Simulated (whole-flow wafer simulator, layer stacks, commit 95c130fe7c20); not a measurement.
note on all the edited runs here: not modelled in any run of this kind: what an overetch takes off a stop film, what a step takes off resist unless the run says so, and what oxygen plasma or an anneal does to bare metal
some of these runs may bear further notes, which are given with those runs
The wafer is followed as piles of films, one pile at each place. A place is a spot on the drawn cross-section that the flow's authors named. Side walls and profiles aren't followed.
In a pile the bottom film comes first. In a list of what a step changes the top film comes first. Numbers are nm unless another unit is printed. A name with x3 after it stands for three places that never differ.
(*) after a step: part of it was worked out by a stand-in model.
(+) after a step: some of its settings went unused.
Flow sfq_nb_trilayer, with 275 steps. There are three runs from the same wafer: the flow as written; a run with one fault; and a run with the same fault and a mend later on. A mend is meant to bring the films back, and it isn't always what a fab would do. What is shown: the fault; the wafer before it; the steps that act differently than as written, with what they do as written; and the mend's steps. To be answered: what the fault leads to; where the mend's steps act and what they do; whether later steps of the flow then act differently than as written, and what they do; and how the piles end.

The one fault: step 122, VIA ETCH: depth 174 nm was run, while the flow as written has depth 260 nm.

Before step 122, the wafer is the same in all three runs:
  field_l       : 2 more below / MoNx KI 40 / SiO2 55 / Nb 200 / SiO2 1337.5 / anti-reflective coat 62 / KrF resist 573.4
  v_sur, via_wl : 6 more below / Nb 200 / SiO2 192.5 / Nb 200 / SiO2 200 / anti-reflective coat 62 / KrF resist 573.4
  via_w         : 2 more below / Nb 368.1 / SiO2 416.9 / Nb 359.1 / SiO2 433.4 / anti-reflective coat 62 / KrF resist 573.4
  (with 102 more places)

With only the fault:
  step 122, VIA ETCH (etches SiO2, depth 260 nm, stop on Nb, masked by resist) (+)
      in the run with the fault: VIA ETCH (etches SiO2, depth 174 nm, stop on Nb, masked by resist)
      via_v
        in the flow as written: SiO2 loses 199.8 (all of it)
        in the run with the fault: SiO2 loses 174
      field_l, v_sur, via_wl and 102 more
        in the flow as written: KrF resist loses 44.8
        in the run with the fault: KrF resist loses 30
  Later steps of the flow acting differently than as written (3 more steps, not shown, differ only slightly: by at most 2% or 0.5 nm, whichever is larger):
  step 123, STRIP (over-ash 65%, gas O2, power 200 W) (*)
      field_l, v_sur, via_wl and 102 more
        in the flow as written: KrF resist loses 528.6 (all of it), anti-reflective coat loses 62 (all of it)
        in the run with the fault: KrF resist loses 543.4 (all of it), anti-reflective coat loses 62 (all of it)
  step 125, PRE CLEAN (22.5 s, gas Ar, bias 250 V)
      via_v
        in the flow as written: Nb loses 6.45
        in the run with the fault: SiO2 loses 7.5
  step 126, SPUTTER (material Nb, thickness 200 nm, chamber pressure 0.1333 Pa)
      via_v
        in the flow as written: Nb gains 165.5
        in the run with the fault: Nb gains 170.9 (new film)
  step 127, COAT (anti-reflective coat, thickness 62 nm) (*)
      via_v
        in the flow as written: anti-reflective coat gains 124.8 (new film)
        in the run with the fault: anti-reflective coat gains 113.2 (new film)
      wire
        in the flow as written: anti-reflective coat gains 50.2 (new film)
        in the run with the fault: anti-reflective coat gains 49 (new film)
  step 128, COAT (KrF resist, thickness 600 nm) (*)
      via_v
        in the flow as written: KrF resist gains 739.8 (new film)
        in the run with the fault: KrF resist gains 723.6 (new film)
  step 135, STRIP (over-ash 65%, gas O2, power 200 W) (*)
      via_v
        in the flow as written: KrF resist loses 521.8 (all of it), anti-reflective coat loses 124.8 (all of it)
        in the run with the fault: KrF resist loses 505.7 (all of it), anti-reflective coat loses 113.2 (all of it)
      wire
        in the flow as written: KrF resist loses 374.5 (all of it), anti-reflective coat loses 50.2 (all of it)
        in the run with the fault: KrF resist loses 377 (all of it), anti-reflective coat loses 49 (all of it)
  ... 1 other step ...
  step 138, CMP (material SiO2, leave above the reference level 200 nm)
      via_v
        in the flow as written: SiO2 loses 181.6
        in the run with the fault: SiO2 loses 157.1
  At via_v, the piles at the end differ from the flow's by more than 2% or 0.5 nm, whichever is larger.
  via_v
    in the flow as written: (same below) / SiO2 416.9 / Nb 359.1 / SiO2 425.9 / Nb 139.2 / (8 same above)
    in the run with the fault: (same below) / SiO2 416.9 / Nb 200 / SiO2 18.3 / Nb 170.9 / SiO2 395.7 / Nb 139.2 / (8 same above)

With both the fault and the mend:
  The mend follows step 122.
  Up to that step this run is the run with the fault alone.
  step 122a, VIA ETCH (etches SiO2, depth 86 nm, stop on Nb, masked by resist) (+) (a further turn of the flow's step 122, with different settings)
      field_l, v_sur, via_wl and 102 more
        KrF resist loses 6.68
      via_v
        SiO2 loses 25.8 (all of it)
  None of the later steps of the flow differs from how it acts as written, at any place that is followed, by more than 2% or 0.5 nm, whichever is larger.
  By the end, the piles equal the flow's at every place that both follow.
